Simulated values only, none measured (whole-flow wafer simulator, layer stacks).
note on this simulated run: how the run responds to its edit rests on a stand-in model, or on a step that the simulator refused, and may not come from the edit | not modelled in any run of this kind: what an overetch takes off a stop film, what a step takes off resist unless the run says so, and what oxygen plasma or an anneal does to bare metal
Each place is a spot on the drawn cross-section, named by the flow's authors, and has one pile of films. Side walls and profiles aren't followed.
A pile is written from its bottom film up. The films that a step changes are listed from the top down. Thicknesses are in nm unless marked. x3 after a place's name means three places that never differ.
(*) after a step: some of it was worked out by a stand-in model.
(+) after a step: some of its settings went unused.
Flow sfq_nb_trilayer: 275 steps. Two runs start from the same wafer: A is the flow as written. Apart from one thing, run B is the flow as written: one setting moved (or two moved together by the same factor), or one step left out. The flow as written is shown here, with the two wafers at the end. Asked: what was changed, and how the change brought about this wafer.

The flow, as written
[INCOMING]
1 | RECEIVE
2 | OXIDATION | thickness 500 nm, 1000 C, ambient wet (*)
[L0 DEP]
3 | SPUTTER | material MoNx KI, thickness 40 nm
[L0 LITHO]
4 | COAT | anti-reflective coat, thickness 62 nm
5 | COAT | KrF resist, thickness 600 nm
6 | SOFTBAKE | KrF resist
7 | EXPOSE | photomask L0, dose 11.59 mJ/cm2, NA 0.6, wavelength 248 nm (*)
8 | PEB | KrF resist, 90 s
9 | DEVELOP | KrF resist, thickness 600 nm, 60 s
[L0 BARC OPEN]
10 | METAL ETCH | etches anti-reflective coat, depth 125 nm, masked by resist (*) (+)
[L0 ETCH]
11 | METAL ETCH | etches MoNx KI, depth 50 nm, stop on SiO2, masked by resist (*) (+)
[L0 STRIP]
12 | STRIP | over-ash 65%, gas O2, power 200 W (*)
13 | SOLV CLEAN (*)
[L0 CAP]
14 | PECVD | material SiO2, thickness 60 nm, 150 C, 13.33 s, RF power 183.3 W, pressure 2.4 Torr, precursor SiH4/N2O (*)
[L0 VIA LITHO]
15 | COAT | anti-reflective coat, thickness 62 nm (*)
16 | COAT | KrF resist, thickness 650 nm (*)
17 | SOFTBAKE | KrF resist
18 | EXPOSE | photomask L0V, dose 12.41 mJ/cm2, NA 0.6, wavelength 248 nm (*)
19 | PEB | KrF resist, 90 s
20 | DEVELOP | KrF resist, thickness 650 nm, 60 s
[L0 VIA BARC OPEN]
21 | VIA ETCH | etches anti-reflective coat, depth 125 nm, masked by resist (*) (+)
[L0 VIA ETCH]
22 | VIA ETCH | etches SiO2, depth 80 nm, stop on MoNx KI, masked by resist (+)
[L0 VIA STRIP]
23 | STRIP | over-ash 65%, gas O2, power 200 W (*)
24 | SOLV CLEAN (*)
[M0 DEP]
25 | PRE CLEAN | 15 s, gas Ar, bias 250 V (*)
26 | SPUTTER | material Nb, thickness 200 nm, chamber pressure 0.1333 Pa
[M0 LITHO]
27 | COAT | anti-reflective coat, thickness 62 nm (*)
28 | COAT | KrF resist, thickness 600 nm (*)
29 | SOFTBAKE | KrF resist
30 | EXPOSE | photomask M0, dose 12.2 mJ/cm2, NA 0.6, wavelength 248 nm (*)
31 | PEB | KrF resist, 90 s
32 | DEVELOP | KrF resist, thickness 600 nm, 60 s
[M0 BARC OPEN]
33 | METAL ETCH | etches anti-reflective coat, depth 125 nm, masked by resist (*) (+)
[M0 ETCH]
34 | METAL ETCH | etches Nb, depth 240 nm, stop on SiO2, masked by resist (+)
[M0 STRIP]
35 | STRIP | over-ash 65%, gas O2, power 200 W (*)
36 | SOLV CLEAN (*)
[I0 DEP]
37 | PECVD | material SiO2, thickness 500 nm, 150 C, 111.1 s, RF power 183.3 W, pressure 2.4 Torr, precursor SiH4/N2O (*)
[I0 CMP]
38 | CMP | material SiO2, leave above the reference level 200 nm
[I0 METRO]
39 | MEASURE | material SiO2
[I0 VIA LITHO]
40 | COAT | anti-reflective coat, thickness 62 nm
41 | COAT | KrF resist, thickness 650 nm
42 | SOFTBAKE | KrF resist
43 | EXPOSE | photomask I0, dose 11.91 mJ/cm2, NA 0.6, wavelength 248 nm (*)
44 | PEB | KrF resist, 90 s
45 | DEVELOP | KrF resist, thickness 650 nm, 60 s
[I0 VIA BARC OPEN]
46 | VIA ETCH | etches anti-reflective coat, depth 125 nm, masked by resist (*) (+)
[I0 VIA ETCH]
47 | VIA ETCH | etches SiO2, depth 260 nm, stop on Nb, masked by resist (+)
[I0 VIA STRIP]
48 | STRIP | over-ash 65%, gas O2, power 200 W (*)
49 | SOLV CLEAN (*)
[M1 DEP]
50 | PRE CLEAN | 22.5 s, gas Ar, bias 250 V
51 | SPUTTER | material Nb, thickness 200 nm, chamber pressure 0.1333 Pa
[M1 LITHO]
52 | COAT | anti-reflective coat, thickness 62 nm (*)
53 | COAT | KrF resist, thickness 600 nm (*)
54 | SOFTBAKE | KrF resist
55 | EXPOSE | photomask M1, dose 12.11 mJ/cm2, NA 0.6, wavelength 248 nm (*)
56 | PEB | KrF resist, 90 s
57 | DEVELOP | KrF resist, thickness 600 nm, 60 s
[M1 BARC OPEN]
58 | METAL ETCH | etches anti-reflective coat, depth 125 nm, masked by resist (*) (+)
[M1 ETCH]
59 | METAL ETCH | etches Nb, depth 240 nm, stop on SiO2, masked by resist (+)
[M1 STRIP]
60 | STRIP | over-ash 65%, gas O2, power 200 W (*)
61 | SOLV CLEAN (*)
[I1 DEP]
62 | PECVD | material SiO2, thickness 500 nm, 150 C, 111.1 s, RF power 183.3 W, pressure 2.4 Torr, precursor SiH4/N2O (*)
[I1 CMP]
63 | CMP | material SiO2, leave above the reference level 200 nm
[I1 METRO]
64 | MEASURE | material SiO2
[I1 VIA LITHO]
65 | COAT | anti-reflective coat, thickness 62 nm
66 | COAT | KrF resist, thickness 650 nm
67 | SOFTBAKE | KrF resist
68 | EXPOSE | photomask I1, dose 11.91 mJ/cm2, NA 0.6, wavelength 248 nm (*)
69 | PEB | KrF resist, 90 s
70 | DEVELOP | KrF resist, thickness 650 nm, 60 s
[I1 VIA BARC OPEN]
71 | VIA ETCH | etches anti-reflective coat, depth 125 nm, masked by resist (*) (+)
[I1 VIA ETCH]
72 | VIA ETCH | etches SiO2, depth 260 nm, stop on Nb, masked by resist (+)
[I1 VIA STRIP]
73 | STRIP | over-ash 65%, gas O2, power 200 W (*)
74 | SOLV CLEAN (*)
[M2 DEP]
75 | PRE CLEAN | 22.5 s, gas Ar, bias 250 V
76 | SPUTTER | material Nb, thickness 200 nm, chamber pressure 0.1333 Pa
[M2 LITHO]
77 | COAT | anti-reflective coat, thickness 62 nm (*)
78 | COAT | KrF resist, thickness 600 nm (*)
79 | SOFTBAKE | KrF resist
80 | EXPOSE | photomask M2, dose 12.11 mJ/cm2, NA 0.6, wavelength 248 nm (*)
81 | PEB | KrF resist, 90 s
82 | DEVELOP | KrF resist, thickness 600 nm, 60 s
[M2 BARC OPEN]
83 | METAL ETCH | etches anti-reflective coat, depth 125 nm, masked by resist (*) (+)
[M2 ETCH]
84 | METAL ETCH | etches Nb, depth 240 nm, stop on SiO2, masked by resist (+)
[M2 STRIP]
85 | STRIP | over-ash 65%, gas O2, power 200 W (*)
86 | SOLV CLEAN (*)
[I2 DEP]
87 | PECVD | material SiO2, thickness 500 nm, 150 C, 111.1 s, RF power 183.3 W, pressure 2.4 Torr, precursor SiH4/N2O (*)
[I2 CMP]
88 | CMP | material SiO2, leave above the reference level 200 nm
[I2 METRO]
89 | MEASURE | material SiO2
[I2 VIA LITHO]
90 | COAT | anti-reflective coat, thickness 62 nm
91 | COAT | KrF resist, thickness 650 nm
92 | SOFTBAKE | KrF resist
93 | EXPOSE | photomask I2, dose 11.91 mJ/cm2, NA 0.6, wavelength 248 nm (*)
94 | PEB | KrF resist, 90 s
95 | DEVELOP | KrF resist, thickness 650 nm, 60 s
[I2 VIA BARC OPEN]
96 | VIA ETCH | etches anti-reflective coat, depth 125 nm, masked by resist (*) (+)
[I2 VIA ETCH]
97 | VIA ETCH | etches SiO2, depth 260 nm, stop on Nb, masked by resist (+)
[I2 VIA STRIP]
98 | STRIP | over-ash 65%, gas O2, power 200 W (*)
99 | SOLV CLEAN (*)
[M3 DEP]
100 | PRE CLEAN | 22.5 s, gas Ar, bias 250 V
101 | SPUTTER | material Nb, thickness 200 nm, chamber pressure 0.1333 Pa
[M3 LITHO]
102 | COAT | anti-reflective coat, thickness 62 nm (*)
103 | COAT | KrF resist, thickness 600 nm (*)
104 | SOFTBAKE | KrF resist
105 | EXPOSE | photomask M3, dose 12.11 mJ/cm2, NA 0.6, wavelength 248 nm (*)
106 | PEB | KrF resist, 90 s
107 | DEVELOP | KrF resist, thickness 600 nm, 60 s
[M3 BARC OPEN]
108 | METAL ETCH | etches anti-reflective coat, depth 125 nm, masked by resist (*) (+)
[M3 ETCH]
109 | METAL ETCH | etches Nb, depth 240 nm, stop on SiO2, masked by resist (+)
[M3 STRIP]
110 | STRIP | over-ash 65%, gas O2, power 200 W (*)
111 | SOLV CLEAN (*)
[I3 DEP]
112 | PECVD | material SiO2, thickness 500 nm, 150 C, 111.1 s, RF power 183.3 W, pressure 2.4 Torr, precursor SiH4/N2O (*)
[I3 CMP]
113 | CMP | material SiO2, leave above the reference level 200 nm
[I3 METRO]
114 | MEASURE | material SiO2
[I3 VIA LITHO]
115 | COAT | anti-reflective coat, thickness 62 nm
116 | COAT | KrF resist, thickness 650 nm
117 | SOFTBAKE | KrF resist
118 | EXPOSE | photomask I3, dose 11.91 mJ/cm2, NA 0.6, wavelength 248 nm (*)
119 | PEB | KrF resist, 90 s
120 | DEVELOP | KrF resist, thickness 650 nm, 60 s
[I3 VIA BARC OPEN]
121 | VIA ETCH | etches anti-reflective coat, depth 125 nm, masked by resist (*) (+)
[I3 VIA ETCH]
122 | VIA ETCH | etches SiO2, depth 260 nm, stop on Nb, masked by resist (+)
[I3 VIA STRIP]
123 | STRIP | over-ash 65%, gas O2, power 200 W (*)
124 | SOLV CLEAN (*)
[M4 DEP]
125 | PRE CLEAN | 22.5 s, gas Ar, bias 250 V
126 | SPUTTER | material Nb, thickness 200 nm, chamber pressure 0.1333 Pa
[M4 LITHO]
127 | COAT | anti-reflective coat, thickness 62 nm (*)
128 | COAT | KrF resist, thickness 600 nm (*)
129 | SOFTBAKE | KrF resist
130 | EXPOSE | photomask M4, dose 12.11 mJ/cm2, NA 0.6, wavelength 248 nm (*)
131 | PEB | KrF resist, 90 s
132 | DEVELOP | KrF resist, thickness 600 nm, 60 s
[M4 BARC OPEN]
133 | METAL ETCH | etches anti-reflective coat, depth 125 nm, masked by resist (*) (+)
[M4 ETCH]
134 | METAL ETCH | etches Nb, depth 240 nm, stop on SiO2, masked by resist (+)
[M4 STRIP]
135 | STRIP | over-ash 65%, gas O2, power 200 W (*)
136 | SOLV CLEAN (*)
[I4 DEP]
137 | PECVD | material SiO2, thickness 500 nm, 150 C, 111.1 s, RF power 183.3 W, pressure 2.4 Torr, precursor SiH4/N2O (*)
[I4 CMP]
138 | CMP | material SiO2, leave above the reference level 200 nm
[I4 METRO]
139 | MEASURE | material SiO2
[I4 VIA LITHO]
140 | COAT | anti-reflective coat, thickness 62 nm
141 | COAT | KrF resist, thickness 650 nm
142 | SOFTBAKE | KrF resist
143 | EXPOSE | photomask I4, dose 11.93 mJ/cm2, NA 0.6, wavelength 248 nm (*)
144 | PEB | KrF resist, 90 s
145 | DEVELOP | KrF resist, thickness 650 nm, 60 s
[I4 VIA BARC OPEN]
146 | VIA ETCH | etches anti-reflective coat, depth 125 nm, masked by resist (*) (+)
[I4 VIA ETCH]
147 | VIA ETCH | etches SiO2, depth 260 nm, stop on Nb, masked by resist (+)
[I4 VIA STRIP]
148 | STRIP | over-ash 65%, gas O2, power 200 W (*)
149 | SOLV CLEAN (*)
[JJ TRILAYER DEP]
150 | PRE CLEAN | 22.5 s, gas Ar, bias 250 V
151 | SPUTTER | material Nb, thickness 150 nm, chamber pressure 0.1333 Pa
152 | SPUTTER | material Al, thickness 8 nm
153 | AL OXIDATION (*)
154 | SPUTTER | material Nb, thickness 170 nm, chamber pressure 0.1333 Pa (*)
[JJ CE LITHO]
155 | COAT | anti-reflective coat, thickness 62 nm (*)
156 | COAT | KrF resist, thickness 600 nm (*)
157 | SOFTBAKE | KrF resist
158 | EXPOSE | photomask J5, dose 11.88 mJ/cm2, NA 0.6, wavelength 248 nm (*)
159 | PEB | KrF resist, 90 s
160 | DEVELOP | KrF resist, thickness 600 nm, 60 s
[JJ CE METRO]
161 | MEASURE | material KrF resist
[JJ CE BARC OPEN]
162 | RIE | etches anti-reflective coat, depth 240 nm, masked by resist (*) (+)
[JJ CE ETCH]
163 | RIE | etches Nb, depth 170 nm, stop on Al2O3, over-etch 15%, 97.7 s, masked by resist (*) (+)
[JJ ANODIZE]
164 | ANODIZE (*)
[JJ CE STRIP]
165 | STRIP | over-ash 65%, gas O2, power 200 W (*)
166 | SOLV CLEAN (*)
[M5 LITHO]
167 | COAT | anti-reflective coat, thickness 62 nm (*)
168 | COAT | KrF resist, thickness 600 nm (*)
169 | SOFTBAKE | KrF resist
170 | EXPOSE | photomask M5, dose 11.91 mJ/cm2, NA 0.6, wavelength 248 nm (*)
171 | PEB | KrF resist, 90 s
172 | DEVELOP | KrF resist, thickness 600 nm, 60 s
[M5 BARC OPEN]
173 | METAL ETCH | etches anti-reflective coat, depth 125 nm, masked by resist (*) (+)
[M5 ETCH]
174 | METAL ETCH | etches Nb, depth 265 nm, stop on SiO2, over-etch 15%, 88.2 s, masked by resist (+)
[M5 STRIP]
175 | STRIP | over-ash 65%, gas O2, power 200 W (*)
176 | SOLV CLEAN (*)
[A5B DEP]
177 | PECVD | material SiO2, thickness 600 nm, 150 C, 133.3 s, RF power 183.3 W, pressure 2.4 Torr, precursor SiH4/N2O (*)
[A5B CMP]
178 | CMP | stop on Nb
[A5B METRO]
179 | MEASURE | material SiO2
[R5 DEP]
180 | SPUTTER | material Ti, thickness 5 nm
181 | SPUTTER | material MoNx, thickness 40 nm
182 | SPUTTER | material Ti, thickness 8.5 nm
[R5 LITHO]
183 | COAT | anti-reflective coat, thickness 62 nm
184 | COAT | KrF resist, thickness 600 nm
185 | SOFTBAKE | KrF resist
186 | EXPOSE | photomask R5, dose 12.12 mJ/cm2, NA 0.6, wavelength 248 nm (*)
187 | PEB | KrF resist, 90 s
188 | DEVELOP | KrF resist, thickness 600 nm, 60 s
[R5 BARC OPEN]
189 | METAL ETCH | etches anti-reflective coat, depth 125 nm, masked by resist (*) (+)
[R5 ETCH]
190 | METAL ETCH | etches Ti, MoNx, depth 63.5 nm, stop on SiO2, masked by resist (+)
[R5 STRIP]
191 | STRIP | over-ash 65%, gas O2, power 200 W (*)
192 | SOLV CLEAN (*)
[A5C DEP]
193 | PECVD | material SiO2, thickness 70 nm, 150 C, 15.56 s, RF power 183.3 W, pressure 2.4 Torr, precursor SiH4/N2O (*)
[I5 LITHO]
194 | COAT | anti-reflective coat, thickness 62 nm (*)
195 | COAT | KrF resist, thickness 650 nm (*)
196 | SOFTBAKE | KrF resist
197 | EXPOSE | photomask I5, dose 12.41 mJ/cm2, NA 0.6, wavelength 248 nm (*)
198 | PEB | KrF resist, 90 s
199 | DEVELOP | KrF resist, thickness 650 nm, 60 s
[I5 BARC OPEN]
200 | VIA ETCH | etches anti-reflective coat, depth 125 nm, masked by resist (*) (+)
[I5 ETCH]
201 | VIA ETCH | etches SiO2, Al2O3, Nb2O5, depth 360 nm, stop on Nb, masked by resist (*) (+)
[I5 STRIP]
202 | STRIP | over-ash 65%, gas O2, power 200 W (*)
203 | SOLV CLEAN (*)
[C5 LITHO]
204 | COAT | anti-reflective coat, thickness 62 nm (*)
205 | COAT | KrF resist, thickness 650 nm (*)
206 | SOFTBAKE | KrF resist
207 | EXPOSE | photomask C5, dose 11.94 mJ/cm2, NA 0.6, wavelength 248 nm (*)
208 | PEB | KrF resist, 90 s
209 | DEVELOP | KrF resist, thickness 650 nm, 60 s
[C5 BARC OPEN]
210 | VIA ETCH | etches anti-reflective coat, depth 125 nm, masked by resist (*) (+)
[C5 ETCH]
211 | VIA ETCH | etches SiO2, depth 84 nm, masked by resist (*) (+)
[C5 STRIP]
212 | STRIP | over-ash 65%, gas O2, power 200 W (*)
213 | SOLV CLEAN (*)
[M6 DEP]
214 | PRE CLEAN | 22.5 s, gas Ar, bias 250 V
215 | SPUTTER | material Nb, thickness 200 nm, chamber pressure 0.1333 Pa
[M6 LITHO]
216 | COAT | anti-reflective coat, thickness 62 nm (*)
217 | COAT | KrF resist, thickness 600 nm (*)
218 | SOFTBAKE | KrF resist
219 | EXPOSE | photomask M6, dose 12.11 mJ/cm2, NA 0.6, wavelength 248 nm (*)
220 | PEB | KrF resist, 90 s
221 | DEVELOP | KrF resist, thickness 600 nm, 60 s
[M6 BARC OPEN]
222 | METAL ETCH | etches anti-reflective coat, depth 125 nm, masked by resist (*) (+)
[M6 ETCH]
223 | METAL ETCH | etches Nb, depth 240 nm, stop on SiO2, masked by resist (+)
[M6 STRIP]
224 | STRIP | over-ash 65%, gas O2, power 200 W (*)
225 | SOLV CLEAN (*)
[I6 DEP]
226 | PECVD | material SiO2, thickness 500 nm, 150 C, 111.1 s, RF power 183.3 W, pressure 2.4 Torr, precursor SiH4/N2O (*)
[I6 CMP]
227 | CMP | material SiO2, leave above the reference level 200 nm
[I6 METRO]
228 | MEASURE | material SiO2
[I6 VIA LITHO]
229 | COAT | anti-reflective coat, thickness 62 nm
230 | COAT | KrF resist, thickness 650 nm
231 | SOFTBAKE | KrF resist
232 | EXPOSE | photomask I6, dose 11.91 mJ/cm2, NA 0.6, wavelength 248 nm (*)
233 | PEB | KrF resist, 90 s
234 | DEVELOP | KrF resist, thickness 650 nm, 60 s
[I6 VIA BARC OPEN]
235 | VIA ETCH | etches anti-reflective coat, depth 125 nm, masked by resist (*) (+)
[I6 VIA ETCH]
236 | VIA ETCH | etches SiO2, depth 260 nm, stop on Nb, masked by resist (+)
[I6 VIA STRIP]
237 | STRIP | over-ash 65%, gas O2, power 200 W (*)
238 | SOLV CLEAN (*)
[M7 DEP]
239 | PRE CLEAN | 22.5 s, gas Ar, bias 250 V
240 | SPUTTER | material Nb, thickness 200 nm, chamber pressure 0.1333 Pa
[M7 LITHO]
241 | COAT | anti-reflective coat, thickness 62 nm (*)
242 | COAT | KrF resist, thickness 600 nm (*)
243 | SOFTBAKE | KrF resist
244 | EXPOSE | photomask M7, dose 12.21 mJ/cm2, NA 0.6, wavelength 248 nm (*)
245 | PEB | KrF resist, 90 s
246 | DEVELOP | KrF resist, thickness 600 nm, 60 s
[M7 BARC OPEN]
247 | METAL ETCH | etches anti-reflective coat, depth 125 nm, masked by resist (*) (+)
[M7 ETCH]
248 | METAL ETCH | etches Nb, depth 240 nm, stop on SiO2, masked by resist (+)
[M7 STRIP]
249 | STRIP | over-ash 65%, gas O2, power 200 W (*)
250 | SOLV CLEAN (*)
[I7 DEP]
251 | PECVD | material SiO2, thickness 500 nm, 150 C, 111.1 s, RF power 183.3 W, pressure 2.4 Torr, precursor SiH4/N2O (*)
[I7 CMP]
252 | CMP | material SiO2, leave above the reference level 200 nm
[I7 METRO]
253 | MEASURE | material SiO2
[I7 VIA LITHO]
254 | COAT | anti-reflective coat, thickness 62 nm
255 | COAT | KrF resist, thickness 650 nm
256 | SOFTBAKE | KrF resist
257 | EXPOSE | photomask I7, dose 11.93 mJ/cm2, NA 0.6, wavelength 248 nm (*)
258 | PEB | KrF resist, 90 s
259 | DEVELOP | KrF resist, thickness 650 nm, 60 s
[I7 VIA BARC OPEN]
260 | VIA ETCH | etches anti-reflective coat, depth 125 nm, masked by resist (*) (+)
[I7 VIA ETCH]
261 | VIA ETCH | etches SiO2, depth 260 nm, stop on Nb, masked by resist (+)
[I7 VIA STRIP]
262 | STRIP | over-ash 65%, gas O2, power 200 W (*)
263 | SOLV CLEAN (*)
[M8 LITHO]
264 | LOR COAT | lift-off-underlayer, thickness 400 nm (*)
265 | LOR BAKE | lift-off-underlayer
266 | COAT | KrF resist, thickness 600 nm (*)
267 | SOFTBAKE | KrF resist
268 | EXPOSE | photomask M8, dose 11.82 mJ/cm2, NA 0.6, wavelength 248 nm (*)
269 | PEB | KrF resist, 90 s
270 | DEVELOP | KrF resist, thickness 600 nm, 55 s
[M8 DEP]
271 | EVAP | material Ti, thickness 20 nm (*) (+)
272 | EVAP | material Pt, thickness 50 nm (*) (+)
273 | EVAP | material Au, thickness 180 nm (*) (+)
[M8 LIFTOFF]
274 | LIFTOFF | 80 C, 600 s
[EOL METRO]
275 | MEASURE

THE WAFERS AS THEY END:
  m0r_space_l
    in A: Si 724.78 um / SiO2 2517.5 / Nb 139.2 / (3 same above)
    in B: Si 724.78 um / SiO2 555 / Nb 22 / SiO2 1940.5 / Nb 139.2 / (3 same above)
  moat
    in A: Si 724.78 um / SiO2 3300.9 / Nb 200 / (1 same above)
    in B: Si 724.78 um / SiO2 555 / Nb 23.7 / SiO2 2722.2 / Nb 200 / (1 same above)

The reason: step 33, METAL ETCH: etches anti-reflective coat, depth 125 nm, masked by resist (*) (+), was skipped.

The path from the change to this, step by step:
  34 | METAL ETCH | etches Nb, depth 240 nm, stop on SiO2, masked by resist (+)
      m0r_space_l, m0r_space_r: A Nb loses 200 (all of it) | B anti-reflective coat loses 62 (all of it), Nb loses 178
      moat: A Nb loses 200 (all of it) | B anti-reflective coat loses 63.7 (all of it), Nb loses 176.3
  35 | STRIP | over-ash 65%, gas O2, power 200 W (*)
      p4_fl, p4_fm, p4_w1 and 68 more: A KrF resist loses 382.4 (all of it), anti-reflective coat loses 62 (all of it) | B KrF resist loses 434 (all of it), anti-reflective coat loses 62 (all of it)
      c5j, ce_r, sp_r, be_r, r_sur, res: A KrF resist loses 389 (all of it), anti-reflective coat loses 63.6 (all of it) | B KrF resist loses 440.7 (all of it), anti-reflective coat loses 63.6 (all of it)
      (and at 26 other places as well)
  37 | PECVD | material SiO2, thickness 500 nm, 150 C, 111.1 s, RF power 183.3 W, pressure 2.4 Torr, precursor SiH4/N2O (*)
      m0r_space_l, m0r_space_r: A SiO2 gains 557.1 | B SiO2 gains 535.1 (new film)
      moat: A SiO2 gains 557.1 | B SiO2 gains 533.4 (new film)
With metal films that touch counted as one body, m0r_space_l has 2 bodies (between them, from the top down: SiO2 1940.5); the flow as written gives 1 body.
With metal films that touch counted as one body, moat has 2 bodies (between them, from the top down: SiO2 2722.2); the flow as written gives 1 body.
